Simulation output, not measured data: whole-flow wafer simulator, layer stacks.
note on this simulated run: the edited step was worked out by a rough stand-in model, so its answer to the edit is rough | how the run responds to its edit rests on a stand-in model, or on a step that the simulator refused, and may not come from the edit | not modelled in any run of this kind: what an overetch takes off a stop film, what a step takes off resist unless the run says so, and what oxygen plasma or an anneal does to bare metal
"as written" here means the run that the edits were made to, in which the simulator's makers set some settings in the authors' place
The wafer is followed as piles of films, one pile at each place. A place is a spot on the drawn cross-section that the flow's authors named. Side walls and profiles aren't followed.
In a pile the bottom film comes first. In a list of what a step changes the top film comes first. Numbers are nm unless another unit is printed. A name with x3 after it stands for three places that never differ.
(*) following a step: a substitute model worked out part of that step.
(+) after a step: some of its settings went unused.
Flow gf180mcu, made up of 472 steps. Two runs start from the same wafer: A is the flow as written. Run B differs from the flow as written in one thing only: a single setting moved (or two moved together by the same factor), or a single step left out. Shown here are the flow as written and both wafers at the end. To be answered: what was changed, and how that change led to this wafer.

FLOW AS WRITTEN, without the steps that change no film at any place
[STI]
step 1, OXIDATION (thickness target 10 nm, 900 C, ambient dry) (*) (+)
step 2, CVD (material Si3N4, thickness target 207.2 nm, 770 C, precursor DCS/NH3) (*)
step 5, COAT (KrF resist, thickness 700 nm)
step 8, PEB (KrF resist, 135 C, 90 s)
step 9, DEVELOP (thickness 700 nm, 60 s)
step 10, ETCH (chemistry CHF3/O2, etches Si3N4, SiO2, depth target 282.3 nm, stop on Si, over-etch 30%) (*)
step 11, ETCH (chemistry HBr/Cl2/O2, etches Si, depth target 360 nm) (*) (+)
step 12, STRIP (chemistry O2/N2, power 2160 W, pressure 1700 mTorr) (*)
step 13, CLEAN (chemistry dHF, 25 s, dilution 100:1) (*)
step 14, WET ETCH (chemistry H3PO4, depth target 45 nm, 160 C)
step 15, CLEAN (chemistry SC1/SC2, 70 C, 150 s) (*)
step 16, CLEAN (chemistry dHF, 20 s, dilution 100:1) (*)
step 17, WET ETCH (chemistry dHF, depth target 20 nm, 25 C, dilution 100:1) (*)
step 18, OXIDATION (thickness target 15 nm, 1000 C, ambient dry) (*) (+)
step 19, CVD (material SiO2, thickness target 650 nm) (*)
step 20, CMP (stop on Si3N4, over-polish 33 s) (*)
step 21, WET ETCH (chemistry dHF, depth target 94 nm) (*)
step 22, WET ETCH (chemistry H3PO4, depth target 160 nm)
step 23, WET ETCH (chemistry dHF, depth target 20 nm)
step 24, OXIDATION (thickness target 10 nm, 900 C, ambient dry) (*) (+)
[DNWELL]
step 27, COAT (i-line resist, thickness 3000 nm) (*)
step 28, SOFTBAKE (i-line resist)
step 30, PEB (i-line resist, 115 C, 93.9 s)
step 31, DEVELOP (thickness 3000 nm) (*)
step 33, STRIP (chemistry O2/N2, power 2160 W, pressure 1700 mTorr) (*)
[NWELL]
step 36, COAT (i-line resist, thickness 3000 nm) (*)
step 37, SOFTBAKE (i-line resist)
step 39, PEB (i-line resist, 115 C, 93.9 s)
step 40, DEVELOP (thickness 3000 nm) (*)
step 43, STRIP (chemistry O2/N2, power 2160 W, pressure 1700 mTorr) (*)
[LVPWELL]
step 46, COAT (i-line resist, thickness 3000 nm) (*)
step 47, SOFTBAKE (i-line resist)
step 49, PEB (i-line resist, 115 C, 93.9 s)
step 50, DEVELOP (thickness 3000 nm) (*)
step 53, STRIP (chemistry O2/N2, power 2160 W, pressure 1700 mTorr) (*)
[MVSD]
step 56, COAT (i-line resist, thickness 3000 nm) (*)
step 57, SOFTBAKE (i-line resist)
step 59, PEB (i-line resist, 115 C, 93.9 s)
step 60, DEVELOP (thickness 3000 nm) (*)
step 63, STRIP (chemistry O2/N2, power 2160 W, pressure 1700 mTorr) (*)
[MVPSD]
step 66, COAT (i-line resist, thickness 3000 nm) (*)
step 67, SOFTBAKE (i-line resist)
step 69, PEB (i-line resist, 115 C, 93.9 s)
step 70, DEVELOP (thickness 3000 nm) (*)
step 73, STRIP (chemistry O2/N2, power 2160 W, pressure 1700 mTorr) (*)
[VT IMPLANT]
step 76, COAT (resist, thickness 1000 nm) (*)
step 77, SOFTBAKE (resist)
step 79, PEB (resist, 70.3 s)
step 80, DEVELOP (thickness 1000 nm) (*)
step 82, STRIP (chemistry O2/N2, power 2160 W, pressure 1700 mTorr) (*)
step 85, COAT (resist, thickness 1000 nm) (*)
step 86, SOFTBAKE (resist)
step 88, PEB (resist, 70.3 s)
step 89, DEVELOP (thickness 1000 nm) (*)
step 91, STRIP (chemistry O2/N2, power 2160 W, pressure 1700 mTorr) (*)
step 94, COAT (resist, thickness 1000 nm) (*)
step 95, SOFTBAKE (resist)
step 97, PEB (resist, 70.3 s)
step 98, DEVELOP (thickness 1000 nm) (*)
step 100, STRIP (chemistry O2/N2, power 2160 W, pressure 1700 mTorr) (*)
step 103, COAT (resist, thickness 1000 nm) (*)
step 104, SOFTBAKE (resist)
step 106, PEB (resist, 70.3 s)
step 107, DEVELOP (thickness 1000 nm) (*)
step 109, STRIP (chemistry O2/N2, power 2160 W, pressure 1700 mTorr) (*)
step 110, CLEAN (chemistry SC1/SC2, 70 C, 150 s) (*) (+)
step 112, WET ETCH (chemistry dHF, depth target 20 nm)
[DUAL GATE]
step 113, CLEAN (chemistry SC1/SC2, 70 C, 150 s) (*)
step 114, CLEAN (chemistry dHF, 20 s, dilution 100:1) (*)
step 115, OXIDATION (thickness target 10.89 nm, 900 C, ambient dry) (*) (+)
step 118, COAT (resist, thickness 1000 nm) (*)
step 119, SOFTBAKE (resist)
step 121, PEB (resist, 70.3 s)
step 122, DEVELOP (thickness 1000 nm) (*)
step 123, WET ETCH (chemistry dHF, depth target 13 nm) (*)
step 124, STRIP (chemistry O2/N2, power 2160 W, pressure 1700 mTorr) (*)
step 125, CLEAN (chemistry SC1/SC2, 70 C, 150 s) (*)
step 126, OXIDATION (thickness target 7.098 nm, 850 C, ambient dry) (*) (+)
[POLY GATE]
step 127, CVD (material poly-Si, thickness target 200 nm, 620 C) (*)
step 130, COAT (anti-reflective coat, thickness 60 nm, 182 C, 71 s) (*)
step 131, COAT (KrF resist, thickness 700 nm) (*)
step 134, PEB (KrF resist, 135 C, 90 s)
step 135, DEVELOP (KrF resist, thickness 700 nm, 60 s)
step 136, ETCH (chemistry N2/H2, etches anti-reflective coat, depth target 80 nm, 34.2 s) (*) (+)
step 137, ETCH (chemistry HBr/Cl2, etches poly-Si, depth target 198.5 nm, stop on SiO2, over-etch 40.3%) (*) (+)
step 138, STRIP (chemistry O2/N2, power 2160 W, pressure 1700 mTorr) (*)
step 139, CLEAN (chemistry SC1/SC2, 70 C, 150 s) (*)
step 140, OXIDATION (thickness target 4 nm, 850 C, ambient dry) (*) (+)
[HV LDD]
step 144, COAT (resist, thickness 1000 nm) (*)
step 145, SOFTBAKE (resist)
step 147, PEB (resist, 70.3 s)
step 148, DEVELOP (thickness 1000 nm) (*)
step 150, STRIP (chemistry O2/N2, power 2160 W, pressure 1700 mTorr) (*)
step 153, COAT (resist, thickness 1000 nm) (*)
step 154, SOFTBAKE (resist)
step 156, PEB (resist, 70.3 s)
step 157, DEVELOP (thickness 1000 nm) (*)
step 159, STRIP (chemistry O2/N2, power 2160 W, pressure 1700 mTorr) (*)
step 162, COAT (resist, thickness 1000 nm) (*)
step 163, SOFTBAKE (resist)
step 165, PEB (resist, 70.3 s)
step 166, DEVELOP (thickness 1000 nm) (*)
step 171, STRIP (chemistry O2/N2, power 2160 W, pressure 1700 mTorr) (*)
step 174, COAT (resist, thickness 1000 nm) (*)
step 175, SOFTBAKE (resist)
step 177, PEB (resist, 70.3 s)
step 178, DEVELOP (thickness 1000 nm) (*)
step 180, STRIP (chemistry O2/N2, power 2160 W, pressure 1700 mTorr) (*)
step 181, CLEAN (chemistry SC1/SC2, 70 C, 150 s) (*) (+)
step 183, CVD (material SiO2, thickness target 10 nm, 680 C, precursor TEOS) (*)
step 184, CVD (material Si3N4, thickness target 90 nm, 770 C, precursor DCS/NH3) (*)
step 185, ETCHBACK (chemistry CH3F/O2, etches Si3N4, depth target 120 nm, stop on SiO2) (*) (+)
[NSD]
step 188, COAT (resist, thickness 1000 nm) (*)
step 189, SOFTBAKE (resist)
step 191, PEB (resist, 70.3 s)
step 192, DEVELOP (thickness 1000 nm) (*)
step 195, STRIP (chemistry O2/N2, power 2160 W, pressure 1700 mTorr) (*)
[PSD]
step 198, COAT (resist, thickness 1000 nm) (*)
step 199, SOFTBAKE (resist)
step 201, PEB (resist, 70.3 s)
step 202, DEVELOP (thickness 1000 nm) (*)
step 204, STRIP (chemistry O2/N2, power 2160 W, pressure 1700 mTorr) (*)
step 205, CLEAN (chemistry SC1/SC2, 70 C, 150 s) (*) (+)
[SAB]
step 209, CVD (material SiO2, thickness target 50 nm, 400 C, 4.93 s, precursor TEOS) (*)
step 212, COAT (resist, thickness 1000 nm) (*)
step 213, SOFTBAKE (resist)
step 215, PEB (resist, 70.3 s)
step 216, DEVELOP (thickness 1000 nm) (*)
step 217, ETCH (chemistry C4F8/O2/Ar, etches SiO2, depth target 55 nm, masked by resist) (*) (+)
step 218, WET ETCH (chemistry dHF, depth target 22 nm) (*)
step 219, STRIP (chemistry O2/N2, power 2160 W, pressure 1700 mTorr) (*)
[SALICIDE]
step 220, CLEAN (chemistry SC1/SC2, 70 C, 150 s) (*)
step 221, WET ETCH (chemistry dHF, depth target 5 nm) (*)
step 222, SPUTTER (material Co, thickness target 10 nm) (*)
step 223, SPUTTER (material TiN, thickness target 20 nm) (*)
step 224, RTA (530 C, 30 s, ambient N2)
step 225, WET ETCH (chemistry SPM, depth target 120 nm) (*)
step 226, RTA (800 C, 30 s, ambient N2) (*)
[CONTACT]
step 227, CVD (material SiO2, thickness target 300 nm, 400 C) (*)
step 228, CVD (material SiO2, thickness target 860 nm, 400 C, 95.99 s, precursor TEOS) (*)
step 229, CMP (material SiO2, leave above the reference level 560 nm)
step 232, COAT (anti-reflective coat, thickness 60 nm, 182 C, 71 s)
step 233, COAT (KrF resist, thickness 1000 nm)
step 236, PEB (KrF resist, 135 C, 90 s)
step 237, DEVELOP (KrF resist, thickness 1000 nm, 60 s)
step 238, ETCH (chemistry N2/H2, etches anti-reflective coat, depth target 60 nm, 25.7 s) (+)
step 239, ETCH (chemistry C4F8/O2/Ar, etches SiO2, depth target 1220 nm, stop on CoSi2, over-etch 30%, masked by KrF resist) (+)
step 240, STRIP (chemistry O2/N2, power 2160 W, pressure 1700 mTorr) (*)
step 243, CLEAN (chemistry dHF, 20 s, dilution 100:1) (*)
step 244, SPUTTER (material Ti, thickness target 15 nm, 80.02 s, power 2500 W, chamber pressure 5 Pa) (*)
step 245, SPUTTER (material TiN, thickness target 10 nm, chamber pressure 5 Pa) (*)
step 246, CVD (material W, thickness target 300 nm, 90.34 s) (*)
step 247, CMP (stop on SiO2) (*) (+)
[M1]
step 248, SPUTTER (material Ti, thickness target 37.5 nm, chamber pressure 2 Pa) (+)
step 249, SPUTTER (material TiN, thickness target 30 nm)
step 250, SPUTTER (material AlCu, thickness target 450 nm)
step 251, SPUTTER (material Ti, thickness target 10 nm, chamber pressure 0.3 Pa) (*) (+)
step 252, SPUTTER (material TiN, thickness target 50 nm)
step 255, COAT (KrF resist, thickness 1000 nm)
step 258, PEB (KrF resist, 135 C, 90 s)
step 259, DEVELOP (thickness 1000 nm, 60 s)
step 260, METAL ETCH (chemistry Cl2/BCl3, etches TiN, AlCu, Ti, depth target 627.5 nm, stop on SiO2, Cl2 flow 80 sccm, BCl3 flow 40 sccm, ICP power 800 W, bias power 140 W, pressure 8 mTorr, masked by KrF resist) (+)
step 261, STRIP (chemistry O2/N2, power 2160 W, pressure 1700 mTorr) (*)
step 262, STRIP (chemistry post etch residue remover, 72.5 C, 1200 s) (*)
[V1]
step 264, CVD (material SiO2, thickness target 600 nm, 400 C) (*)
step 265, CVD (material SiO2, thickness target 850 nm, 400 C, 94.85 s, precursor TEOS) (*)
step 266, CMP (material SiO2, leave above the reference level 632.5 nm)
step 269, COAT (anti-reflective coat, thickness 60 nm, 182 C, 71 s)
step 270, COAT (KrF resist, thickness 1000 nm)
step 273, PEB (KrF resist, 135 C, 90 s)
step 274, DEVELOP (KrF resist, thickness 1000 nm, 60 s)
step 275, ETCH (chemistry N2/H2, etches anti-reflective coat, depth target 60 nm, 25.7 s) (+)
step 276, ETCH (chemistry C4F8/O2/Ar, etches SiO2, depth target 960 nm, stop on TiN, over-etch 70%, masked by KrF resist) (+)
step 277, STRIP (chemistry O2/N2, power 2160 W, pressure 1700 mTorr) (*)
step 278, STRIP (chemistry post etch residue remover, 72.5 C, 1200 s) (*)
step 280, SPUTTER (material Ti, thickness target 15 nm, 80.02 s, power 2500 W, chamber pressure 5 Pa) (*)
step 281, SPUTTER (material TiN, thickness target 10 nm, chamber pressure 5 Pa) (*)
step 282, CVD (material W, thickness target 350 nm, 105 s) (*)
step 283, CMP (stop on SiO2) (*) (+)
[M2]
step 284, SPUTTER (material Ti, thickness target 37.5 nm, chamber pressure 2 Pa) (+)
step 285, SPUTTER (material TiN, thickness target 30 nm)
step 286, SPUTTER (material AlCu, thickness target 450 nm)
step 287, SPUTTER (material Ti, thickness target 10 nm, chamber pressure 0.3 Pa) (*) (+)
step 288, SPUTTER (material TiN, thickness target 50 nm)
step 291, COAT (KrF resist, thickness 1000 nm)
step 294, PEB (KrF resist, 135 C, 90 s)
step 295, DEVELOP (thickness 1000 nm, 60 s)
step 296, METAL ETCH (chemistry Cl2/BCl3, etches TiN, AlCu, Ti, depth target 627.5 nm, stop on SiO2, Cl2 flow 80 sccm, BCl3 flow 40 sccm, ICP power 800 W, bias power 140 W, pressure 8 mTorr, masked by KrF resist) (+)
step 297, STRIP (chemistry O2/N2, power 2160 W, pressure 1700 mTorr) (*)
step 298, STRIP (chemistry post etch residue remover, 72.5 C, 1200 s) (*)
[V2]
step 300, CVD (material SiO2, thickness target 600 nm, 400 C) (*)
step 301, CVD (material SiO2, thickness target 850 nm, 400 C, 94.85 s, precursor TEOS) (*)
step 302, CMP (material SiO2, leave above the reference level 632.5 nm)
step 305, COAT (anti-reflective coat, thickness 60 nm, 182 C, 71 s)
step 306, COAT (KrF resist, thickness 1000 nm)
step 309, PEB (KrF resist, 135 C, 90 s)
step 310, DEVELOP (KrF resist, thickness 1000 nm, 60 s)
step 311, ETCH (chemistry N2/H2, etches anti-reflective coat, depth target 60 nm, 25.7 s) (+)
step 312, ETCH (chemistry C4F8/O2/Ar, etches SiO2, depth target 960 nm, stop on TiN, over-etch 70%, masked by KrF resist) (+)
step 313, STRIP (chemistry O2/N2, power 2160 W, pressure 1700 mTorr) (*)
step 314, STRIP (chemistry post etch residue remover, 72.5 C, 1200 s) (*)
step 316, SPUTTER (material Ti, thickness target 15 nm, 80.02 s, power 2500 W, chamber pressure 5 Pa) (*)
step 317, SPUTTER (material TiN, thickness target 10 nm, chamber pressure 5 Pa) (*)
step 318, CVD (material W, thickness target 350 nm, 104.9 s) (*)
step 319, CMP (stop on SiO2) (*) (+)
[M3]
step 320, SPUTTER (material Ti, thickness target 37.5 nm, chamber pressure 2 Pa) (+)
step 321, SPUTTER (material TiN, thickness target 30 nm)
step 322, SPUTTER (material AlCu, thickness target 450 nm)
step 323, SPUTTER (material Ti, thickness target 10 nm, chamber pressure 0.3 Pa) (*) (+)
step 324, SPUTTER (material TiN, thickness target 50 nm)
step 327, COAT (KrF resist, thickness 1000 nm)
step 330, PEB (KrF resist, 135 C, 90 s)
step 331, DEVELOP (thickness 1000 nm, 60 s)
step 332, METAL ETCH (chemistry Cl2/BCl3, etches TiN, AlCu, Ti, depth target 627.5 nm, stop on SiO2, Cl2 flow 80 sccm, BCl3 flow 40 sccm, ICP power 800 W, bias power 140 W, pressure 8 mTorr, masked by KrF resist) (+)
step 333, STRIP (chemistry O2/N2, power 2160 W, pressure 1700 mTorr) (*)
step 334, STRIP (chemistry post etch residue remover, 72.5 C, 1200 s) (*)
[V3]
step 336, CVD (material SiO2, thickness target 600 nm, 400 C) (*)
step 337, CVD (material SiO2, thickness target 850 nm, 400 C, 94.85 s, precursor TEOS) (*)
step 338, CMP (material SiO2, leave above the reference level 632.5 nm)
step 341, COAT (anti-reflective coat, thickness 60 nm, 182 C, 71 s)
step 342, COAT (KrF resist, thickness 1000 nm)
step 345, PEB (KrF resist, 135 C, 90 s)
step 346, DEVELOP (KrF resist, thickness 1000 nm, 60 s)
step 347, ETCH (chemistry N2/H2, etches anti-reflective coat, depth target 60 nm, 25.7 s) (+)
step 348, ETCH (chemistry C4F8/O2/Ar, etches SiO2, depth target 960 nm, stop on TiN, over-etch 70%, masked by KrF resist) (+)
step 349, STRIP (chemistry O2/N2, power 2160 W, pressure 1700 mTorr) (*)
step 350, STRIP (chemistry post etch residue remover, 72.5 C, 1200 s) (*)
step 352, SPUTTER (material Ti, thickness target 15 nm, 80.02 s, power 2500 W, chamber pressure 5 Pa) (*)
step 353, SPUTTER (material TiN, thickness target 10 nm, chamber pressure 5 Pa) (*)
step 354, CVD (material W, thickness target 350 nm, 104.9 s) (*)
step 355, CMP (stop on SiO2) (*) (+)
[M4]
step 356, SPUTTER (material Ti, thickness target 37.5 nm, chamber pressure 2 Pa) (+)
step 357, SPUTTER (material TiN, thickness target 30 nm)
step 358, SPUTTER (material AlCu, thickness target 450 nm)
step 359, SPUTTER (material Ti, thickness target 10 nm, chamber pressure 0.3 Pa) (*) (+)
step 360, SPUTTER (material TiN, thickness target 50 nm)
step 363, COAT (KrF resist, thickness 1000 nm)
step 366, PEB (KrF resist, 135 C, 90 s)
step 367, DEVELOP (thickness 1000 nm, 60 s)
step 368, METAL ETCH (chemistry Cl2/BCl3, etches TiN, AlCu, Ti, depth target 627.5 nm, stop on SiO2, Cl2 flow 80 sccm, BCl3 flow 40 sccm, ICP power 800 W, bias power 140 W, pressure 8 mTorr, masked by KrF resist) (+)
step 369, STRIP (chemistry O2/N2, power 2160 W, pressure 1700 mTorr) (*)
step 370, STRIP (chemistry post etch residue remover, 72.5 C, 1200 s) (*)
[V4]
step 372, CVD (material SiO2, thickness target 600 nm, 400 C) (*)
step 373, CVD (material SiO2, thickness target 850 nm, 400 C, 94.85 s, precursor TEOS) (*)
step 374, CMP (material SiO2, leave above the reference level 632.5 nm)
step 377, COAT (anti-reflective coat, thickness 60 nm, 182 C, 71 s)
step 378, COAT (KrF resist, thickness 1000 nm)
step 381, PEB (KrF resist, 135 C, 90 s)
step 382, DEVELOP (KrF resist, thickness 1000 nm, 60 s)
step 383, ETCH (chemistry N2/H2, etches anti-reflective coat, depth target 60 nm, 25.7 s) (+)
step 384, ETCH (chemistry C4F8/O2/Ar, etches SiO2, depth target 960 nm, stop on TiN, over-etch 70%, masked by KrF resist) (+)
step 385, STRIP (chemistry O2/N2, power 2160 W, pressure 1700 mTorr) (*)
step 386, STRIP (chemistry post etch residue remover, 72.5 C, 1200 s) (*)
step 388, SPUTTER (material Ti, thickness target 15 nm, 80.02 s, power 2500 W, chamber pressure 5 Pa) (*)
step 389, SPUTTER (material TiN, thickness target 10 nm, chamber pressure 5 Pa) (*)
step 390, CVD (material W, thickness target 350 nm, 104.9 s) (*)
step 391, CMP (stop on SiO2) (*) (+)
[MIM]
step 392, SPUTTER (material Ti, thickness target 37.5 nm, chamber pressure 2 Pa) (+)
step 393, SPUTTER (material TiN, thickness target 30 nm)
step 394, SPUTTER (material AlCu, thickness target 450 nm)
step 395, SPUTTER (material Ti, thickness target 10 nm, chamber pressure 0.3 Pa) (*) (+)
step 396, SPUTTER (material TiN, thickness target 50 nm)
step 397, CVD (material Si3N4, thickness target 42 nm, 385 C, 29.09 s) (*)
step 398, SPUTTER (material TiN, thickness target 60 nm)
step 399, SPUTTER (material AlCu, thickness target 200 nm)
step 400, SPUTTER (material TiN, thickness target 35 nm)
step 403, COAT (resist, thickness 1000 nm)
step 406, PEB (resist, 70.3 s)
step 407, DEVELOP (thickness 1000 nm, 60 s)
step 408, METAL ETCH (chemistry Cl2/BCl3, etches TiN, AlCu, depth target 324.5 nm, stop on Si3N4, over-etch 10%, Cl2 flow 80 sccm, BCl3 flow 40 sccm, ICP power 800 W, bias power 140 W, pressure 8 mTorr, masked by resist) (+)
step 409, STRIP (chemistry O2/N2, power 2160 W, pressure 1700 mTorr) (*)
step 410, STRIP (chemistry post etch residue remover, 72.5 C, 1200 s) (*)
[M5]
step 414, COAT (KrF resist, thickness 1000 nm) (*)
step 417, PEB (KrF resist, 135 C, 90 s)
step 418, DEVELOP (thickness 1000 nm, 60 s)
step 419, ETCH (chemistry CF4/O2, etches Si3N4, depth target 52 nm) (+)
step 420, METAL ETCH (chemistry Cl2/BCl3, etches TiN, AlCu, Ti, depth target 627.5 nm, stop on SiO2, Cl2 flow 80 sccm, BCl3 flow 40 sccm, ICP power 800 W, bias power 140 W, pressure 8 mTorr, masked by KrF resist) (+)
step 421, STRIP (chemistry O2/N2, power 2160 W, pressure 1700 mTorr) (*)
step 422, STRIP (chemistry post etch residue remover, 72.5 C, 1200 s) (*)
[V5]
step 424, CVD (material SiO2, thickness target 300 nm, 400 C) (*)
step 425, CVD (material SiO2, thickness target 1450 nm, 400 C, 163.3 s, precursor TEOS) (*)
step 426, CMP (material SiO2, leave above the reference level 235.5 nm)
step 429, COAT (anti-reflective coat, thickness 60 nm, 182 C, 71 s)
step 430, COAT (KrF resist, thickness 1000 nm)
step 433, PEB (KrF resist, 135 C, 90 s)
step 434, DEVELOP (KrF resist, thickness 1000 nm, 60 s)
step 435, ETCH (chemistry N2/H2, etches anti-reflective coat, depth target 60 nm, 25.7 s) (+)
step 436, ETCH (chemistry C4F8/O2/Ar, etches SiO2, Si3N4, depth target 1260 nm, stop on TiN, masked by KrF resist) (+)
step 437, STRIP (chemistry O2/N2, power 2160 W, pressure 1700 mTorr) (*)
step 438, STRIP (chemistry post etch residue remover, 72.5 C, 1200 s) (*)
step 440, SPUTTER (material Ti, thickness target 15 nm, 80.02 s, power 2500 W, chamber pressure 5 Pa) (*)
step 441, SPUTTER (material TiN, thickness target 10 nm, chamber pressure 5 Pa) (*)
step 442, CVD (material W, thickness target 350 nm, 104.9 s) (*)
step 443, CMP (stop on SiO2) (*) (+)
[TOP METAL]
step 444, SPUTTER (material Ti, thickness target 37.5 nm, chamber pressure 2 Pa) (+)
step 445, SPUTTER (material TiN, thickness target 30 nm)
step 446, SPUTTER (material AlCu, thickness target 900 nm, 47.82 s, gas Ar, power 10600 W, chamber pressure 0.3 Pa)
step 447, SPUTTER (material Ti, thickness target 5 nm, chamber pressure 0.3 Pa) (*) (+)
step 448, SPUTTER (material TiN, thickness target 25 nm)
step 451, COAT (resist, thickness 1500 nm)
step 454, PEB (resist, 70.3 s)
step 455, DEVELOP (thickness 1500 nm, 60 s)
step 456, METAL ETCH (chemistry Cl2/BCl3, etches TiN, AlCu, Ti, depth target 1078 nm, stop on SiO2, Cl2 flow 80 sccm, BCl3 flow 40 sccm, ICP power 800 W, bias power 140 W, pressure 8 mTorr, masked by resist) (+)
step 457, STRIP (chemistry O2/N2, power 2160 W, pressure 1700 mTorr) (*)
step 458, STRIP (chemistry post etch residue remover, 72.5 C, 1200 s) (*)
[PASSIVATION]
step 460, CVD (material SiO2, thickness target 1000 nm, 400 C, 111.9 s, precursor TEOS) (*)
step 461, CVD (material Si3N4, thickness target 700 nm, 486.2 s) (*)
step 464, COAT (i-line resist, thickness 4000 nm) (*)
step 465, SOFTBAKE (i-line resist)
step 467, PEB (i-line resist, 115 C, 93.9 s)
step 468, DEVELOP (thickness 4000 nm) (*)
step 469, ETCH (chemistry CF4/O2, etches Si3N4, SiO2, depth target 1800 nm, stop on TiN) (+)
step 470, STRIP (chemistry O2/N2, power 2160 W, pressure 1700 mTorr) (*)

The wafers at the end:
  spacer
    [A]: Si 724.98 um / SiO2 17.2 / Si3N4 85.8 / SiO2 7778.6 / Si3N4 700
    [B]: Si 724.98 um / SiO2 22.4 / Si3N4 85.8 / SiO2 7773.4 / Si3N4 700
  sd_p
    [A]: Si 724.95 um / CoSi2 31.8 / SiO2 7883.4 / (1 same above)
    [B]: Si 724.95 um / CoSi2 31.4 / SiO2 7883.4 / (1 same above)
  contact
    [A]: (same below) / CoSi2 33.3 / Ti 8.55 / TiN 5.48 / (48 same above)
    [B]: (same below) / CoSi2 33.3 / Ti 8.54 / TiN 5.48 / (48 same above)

What caused this: step 183, CVD: thickness target 15.2 nm was run, whereas the flow has thickness target 10 nm.

Step by step, how the change led to this:
  step 183, CVD (material SiO2, thickness target 10 nm, 680 C, precursor TEOS) (*)
      field, field__w1, field__w2 and 99 more: A +10 SiO2 | B +15.2 SiO2
      ld_drift_p: A +9.87 SiO2 | B +15 SiO2
      (as well as at 1 more place)
  step 189, SOFTBAKE (resist)
      field__w9: A +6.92 resist | B -3.06 resist
      field_sub__w1: A +7.47 resist | B +9.76 resist
  step 199, SOFTBAKE (resist)
      field__w9: A +6.92 resist | B -3.06 resist
      field_sub__w1: A +7.47 resist | B +9.76 resist
  step 218, WET ETCH (chemistry dHF, depth target 22 nm) (*)
      gate, gate_hv, gate_p and 23 more: A -5.48 SiO2 (all of it) | B -10.7 SiO2 (all of it)
      field, field__w10, sti and 14 more: A -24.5 SiO2 | B -25.3 SiO2
      (as well as at 55 more places)
  step 229, CMP (material SiO2, leave above the reference level 560 nm)
      field__w2: A -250 SiO2 | B -255.5 SiO2
      field__w3: A -232.3 SiO2 | B -237.7 SiO2
      (as well as at 3 more places)
